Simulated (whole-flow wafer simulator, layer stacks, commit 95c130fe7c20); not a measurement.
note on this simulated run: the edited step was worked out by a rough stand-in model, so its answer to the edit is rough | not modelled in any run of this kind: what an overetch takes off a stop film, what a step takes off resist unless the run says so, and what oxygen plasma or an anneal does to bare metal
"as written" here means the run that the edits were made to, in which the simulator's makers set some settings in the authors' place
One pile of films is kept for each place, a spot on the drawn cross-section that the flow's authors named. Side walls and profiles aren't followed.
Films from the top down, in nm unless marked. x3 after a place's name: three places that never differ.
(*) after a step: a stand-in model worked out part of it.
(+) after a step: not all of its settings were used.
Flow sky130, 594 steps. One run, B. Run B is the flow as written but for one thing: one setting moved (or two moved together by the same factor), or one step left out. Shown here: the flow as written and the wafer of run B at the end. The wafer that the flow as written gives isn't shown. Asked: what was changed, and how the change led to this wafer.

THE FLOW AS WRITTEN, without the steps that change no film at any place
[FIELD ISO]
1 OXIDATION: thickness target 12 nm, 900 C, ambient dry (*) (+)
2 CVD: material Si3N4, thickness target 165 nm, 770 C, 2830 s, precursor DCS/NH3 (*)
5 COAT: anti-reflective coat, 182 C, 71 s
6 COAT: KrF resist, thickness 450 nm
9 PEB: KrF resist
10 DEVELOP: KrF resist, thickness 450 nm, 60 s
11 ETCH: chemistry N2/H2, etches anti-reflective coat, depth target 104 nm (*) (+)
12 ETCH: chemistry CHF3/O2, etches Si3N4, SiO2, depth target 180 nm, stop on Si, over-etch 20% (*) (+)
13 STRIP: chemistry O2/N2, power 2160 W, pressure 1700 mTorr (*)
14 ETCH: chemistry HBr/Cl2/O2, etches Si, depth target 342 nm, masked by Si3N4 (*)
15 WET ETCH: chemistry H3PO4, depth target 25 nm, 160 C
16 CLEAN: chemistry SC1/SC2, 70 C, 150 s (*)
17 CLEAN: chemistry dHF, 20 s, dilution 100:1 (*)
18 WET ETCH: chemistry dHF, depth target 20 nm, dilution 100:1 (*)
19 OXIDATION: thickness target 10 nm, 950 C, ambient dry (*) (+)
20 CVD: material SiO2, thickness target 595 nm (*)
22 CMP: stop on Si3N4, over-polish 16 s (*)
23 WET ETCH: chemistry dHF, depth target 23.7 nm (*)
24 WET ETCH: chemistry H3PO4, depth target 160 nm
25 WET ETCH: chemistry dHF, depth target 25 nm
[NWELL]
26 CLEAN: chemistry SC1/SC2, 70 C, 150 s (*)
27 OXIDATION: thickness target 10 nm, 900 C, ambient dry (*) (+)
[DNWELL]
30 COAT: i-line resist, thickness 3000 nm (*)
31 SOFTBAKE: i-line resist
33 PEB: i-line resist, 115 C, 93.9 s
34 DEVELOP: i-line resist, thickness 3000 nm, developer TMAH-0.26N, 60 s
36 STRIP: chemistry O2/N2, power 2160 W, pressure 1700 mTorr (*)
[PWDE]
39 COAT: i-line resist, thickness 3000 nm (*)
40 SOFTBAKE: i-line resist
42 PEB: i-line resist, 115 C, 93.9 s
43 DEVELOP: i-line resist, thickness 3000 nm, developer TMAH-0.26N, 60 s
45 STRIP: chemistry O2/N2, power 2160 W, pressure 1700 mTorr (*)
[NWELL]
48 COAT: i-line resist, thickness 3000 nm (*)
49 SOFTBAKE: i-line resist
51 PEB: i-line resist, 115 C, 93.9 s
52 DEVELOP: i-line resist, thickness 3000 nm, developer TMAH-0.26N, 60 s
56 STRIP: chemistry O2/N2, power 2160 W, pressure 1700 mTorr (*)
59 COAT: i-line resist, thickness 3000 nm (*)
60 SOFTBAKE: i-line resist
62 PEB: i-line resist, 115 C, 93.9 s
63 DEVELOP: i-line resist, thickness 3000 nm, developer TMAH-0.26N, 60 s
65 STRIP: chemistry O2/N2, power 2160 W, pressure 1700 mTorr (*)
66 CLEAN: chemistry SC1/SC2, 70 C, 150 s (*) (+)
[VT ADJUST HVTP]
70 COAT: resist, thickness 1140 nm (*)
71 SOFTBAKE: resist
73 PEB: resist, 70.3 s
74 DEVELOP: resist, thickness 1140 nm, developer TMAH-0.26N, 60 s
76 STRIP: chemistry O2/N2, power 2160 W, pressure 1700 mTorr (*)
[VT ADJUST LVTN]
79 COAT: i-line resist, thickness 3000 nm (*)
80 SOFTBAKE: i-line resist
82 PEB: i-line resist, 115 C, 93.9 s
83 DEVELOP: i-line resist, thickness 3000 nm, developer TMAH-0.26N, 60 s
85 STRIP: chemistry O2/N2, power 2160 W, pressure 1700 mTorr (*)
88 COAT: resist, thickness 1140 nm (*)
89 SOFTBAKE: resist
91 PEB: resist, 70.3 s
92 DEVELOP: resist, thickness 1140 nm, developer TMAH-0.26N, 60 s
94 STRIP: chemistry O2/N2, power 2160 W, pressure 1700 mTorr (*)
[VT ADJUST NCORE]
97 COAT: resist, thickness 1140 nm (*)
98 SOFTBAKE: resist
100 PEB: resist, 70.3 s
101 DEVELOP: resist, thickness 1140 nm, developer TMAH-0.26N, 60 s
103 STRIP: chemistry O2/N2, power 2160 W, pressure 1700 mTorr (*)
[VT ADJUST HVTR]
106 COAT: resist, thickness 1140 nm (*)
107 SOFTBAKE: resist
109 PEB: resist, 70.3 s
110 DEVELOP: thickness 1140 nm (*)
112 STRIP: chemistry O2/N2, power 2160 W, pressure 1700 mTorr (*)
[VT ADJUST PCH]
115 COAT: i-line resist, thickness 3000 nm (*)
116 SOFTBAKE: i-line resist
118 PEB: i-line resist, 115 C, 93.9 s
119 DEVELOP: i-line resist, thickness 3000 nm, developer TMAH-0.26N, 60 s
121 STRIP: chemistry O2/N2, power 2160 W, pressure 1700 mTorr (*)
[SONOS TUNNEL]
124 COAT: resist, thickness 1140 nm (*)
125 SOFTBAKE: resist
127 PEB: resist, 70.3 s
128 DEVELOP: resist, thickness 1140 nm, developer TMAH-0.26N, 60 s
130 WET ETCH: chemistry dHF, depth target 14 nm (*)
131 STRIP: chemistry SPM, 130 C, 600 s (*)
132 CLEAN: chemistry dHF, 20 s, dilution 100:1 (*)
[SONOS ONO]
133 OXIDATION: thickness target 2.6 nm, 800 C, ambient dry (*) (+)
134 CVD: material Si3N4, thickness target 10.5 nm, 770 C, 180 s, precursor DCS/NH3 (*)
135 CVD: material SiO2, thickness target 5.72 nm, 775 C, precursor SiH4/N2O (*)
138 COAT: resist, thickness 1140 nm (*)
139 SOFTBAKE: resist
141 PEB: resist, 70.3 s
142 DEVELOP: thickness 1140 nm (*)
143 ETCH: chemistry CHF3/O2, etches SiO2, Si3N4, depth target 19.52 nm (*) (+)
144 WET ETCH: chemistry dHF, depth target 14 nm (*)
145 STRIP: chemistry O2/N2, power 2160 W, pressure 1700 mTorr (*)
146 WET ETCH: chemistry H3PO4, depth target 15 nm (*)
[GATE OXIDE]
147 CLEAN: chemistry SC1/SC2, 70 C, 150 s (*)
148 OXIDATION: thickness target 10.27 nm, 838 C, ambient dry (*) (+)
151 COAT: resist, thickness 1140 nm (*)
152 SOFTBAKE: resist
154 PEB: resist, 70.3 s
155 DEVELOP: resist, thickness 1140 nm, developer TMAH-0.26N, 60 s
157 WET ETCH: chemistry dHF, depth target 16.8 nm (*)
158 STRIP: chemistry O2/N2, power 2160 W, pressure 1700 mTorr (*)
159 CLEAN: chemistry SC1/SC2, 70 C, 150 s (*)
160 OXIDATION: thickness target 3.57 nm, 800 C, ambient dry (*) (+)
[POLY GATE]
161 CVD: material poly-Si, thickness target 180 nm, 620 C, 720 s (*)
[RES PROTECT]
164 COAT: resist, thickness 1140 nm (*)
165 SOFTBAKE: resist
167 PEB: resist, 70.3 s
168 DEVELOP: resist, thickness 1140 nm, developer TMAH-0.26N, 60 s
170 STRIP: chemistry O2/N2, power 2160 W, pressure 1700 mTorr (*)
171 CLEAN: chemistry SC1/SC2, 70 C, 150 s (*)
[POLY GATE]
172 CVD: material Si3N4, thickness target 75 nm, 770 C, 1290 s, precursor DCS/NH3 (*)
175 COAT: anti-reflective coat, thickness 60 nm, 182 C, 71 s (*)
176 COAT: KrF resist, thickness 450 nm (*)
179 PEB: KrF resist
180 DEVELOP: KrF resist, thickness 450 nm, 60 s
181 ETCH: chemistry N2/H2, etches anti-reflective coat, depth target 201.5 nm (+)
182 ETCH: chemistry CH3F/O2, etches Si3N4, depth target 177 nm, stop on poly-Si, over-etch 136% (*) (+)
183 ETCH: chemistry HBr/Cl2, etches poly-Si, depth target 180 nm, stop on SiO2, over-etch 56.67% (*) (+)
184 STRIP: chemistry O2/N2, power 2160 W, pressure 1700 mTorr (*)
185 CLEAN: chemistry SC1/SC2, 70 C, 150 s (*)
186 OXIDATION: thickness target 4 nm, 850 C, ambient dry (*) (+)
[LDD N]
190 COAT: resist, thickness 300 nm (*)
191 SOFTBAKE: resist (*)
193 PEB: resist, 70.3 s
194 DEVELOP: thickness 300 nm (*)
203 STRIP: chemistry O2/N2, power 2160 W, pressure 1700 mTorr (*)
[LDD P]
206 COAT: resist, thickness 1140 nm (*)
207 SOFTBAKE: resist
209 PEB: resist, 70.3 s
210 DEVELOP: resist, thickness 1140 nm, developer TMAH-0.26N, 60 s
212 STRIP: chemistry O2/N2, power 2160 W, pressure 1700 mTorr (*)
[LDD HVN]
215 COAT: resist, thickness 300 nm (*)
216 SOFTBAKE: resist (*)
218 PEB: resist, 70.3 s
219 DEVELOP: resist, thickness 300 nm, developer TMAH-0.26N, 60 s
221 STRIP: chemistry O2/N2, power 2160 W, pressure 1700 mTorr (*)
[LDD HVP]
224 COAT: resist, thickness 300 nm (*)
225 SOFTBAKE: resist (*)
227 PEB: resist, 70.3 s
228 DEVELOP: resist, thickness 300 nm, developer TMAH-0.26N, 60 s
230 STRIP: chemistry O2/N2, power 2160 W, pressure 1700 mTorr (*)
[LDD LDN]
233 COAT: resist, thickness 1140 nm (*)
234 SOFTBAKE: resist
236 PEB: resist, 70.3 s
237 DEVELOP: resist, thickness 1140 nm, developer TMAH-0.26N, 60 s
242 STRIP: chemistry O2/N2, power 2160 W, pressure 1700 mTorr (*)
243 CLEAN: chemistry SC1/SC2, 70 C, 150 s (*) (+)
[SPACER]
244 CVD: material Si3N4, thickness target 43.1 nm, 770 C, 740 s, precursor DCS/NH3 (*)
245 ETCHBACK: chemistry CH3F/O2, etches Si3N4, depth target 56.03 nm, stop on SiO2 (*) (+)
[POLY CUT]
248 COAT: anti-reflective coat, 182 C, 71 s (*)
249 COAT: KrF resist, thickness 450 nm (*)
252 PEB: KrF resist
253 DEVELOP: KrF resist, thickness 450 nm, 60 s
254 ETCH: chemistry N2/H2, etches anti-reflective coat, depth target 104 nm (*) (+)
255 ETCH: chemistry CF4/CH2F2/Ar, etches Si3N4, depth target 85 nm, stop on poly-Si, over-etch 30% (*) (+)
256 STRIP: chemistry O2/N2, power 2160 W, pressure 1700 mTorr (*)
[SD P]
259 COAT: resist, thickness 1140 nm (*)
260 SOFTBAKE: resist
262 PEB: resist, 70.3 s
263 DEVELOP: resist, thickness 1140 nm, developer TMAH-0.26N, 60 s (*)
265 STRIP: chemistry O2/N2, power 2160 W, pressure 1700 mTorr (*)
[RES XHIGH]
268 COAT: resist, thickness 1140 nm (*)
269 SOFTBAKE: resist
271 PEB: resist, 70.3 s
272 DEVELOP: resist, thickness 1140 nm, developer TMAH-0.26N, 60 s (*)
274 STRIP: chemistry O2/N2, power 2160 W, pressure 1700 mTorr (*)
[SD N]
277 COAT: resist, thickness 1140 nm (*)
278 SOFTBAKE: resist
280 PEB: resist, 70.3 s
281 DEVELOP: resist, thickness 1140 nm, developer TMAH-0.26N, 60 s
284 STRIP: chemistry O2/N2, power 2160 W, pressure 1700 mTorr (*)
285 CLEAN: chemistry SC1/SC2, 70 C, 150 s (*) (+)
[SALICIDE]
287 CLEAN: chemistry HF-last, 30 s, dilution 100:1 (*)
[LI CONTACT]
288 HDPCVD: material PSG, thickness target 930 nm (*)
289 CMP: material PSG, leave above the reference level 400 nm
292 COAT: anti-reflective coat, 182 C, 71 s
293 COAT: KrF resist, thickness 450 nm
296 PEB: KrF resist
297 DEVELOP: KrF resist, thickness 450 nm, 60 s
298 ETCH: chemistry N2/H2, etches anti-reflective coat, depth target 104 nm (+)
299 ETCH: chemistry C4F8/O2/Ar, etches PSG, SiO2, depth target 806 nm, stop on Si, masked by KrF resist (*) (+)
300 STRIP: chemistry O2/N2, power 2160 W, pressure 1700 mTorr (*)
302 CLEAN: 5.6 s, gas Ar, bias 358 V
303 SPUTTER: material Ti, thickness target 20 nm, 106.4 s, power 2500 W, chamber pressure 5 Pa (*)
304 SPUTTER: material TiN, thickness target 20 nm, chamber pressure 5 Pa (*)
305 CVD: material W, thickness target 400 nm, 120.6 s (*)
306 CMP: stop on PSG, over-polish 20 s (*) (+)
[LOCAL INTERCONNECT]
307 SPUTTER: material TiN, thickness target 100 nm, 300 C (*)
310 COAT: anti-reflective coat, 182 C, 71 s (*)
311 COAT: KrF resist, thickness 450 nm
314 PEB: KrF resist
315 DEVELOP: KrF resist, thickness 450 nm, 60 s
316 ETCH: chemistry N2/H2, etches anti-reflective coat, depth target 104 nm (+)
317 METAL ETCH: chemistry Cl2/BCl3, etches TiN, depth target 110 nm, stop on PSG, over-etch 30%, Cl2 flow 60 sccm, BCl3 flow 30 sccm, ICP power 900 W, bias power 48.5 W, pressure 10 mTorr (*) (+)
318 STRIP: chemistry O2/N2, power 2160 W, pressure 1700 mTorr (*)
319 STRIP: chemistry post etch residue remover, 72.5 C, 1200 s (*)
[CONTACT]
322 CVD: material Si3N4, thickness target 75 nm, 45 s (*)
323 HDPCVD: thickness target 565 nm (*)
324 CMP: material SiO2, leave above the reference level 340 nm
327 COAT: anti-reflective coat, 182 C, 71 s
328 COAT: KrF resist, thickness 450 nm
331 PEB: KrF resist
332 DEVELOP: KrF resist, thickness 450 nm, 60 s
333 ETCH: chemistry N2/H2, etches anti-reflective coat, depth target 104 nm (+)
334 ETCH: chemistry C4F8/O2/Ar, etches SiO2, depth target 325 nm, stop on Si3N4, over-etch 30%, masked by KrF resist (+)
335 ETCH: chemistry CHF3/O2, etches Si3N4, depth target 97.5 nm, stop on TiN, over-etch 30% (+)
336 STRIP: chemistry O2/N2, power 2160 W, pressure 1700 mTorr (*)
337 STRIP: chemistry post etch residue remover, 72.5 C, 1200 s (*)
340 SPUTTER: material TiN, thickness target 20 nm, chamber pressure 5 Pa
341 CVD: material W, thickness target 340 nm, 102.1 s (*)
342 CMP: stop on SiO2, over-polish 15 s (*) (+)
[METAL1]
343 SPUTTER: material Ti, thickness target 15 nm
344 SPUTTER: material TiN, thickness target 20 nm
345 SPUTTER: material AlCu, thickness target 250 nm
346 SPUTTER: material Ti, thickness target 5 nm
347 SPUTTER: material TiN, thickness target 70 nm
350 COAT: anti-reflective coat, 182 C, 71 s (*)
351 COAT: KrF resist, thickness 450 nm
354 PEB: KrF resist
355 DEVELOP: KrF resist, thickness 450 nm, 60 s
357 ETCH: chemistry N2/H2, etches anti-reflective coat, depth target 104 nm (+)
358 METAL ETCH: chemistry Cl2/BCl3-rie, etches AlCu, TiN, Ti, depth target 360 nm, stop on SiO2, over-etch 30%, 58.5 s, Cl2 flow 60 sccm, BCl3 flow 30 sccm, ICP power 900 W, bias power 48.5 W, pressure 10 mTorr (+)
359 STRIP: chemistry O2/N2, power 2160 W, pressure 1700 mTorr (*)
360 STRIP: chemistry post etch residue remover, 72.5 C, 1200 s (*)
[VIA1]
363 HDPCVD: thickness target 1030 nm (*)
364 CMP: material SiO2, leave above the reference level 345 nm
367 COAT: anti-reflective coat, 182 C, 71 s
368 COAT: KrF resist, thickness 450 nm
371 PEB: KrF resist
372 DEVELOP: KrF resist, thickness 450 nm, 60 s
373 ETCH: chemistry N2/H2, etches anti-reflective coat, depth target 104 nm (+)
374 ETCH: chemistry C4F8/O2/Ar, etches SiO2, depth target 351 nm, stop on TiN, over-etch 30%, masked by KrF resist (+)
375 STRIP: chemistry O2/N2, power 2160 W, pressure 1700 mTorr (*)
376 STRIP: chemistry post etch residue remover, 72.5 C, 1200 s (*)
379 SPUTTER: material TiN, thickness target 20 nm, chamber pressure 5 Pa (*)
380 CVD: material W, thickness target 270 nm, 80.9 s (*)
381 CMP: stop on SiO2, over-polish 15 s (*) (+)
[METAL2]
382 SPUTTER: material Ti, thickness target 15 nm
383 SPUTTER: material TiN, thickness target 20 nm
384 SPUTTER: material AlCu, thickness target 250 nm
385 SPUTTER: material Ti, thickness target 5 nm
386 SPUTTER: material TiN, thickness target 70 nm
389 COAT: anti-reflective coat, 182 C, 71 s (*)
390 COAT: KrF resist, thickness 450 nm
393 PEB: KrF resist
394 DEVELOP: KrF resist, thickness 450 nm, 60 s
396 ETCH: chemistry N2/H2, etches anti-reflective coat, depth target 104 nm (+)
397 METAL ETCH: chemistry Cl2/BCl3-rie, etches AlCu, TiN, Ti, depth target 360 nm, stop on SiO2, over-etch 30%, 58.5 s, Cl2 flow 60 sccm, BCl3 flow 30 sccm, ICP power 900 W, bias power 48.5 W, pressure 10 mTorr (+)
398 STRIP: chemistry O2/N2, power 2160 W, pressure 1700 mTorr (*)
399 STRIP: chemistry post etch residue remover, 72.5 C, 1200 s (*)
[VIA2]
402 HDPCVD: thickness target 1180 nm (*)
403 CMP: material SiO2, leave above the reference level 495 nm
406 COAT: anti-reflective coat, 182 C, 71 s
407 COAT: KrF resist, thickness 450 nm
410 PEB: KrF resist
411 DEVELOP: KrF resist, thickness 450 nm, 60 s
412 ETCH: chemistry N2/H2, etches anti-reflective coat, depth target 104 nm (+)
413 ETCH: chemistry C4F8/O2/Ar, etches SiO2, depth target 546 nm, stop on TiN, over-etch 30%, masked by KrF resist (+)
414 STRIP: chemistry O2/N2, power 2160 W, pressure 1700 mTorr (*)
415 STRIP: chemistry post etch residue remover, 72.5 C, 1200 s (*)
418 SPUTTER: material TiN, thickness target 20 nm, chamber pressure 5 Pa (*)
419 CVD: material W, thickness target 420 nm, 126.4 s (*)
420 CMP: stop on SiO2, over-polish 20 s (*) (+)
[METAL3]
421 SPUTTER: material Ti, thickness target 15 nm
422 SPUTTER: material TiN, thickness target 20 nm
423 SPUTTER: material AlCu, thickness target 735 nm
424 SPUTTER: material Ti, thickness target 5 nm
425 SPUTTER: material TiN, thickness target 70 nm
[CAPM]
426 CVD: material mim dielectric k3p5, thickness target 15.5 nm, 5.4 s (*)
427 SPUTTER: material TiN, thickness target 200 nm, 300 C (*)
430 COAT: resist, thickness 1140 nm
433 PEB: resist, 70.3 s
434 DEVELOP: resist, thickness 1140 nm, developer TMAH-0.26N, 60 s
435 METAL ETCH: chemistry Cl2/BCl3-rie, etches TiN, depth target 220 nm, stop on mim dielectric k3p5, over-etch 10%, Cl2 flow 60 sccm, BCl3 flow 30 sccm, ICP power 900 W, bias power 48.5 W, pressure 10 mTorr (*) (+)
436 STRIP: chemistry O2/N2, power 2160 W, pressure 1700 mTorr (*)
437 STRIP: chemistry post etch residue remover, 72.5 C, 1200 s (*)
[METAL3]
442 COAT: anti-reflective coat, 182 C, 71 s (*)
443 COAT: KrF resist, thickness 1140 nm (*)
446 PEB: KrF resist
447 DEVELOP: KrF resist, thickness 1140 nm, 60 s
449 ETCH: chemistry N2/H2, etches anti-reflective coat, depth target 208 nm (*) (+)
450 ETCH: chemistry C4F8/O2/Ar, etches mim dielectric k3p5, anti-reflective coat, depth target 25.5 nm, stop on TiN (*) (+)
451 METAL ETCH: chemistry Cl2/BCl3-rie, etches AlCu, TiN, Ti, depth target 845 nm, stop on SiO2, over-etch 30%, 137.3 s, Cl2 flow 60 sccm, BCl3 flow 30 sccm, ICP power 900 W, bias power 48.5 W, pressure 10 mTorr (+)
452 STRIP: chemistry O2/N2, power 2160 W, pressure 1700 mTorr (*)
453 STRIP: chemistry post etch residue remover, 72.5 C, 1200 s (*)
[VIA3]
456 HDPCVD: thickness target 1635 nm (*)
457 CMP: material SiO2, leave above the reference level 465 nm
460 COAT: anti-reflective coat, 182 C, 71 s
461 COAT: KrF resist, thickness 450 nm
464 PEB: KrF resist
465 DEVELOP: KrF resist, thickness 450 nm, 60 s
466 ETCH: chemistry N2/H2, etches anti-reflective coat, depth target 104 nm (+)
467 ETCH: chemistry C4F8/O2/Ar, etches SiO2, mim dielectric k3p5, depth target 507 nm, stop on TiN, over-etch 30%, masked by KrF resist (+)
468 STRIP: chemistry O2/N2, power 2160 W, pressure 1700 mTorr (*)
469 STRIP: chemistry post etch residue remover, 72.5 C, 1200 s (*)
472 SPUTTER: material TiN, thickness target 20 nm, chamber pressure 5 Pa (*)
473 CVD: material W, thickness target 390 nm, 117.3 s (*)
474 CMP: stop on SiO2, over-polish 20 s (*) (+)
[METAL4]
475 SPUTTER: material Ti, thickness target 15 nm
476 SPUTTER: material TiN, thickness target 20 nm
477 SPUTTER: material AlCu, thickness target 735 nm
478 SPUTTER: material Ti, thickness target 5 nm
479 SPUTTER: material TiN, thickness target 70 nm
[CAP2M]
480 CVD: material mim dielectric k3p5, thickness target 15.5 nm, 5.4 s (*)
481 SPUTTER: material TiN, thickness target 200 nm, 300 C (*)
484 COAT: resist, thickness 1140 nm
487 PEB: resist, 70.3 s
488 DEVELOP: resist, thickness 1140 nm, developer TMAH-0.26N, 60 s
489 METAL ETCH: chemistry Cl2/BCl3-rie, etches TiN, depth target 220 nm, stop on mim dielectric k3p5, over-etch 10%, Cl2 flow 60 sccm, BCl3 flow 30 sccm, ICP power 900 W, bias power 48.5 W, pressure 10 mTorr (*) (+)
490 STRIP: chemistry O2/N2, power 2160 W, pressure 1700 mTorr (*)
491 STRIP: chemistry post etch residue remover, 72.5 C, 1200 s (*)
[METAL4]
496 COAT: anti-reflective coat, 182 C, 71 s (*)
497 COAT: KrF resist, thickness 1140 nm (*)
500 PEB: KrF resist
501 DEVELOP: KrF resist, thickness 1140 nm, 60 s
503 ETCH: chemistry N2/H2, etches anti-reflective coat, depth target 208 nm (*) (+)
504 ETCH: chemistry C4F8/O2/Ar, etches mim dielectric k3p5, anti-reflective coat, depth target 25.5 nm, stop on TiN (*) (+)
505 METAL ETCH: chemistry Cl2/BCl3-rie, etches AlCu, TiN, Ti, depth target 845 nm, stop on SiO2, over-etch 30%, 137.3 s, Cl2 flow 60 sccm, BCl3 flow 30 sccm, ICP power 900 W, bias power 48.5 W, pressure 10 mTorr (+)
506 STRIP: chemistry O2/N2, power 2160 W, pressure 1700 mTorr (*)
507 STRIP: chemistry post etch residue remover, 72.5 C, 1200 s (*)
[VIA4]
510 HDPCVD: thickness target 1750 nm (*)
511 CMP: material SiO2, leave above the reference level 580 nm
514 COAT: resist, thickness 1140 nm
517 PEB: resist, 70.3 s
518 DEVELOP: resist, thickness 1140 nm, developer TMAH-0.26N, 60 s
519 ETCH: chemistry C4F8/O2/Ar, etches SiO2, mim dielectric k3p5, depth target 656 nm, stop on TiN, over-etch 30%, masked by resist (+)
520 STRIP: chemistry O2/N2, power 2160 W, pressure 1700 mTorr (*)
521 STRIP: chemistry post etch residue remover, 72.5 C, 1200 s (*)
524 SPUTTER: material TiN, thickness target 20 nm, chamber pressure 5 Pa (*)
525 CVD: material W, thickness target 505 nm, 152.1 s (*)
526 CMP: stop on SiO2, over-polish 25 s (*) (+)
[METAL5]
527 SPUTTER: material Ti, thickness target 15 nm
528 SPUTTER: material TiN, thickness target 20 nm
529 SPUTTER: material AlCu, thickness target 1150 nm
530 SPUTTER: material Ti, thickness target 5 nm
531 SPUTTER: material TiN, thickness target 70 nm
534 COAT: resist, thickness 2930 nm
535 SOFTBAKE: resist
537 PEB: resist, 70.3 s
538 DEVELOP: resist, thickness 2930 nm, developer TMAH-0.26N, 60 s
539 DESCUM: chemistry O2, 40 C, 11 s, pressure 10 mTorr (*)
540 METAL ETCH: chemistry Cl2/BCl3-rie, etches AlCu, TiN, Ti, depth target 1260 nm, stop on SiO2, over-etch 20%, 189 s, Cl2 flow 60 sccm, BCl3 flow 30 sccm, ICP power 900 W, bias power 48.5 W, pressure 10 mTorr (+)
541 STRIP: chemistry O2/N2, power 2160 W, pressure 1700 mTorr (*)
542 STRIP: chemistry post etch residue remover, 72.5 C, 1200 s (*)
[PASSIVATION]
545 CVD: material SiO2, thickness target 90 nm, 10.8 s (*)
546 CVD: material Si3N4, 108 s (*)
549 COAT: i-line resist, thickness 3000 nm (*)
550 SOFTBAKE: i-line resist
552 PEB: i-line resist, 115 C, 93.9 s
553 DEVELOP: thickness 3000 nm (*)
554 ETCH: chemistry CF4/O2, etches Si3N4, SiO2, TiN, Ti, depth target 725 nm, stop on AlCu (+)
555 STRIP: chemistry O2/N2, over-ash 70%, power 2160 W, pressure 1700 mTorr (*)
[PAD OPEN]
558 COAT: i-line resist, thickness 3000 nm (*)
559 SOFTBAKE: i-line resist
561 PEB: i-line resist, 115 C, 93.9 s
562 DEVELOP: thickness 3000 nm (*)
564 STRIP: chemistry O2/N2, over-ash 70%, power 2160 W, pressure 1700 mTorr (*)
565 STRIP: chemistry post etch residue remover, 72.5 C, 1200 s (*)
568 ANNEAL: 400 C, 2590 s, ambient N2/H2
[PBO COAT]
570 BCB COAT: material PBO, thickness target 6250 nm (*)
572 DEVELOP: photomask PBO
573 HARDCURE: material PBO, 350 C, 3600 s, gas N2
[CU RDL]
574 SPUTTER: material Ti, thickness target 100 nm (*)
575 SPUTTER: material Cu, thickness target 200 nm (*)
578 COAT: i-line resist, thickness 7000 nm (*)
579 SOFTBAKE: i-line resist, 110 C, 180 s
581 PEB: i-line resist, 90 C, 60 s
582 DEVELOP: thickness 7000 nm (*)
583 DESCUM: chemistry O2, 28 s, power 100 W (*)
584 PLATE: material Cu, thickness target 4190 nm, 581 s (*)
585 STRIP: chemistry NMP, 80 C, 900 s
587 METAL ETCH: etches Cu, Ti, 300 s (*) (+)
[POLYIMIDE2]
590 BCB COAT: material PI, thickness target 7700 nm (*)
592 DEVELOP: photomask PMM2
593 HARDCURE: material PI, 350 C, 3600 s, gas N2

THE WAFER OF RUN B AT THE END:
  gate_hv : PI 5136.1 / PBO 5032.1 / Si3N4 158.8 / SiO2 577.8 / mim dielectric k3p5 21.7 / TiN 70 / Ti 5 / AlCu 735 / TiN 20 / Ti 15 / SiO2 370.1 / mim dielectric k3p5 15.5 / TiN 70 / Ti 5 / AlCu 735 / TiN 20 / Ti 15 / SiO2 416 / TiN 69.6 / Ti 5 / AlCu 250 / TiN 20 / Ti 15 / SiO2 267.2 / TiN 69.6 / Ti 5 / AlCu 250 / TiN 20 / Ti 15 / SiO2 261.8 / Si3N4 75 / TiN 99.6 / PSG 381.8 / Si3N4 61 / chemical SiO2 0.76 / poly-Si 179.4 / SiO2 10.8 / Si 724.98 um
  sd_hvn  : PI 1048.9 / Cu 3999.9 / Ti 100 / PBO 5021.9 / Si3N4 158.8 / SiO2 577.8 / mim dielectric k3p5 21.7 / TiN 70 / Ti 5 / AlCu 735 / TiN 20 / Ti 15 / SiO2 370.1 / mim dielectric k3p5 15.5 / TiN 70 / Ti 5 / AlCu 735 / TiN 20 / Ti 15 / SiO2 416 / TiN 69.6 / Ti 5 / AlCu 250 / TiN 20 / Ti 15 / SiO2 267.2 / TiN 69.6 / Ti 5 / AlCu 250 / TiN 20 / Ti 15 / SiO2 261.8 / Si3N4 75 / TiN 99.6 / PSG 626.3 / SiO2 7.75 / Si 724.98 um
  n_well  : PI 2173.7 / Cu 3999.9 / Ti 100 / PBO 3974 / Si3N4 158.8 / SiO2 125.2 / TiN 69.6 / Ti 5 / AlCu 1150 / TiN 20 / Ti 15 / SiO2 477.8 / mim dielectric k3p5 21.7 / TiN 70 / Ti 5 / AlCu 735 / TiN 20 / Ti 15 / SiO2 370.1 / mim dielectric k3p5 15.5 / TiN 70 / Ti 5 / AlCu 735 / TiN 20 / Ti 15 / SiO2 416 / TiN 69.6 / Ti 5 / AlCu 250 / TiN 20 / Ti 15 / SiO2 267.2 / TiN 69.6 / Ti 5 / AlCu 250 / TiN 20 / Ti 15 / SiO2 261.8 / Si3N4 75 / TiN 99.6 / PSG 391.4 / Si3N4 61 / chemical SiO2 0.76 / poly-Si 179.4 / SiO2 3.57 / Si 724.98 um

The cause: step 480, CVD: thickness target 21.7 nm was run, where the flow has thickness target 15.5 nm; step 480, CVD: 7.56 s was run, where the flow has 5.4 s.
It can be read off the wafer: gate_hv has mim dielectric k3p5 21.7, and step 480 as written asks for 15.5 nm.

How the change led to this, step by step:
  480 CVD: material mim dielectric k3p5, thickness target 15.5 nm, 5.4 s (*)
      field, active, n_well and 189 more: mim dielectric k3p5 +21.7 (new film) (as written it would be: mim dielectric k3p5 +15.5 (new film))
  504 ETCH: chemistry C4F8/O2/Ar, etches mim dielectric k3p5, anti-reflective coat, depth target 25.5 nm, stop on TiN (*) (+)
      n_well, p_well, gate_hv and 102 more: KrF resist -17 (as written it would be: KrF resist -15.5)
      field, active, gate and 85 more: mim dielectric k3p5 -21.7 (all of it) (as written it would be: mim dielectric k3p5 -15.5 (all of it))
  519 ETCH: chemistry C4F8/O2/Ar, etches SiO2, mim dielectric k3p5, depth target 656 nm, stop on TiN, over-etch 30%, masked by resist (+)
      m1: SiO2 -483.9 (all of it), mim dielectric k3p5 -21.7 (all of it) (as written it would be: SiO2 -490.1 (all of it), mim dielectric k3p5 -15.5 (all of it))
      via4_hole: SiO2 -483.3 (all of it), mim dielectric k3p5 -21.7 (all of it) (as written it would be: SiO2 -489.5 (all of it), mim dielectric k3p5 -15.5 (all of it))
